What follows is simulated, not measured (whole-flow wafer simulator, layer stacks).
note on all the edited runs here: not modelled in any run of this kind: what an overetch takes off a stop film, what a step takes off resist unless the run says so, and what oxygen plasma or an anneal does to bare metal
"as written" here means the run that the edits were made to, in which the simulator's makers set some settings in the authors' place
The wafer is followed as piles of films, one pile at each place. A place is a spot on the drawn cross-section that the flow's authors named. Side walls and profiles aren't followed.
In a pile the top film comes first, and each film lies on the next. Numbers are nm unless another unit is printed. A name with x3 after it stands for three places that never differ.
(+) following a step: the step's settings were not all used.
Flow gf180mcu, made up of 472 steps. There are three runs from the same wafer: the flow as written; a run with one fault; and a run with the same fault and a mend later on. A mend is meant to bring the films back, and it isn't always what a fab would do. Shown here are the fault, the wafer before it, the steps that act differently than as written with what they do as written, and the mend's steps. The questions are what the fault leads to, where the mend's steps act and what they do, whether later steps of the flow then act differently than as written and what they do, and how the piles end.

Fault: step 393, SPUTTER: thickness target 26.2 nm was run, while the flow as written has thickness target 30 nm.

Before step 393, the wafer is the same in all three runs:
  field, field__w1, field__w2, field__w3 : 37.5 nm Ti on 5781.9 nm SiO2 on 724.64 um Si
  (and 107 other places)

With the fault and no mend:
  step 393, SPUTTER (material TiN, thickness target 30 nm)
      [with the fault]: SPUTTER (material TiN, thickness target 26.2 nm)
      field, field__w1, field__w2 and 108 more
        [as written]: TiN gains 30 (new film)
        [with the fault]: TiN gains 26.2 (new film)
  Steps later in the flow that act otherwise than as written (2 other steps are not shown; they differ only slightly, by no more than 2% or 0.5 nm, whichever is larger):
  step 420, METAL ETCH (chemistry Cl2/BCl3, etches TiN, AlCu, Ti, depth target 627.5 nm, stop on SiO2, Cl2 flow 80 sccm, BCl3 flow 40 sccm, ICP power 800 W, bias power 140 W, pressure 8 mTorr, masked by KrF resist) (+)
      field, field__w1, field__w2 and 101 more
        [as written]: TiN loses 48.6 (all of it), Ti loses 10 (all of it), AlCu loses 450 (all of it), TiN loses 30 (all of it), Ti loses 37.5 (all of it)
        [with the fault]: TiN loses 48.6 (all of it), Ti loses 10 (all of it), AlCu loses 450 (all of it), TiN loses 26.2 (all of it), Ti loses 37.5 (all of it)
  The piles end different from the flow's at field__w4, field__w8, contact, m1, m1__w1, mim, mim_1p0, m1_nw by more than 2% or 0.5 nm, whichever is larger.
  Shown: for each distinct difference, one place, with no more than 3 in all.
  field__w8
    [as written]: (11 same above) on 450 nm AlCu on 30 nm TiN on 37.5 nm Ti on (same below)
    [with the fault]: (11 same above) on 450 nm AlCu on 26.2 nm TiN on 37.5 nm Ti on (same below)
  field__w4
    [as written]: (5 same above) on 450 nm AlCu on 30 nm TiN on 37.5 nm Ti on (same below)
    [with the fault]: (5 same above) on 450 nm AlCu on 26.2 nm TiN on 37.5 nm Ti on (same below)
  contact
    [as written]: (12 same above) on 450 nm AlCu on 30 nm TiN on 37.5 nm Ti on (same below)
    [with the fault]: (12 same above) on 450 nm AlCu on 26.2 nm TiN on 37.5 nm Ti on (same below)

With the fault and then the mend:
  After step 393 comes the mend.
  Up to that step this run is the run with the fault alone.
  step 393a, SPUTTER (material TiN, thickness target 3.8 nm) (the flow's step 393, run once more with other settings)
      field, field__w1, field__w2 and 108 more
        TiN gains 3.8
  Every later step of the flow that is run acts as written at every place that is followed.
  By the end, the piles equal the flow's at every place that both follow.
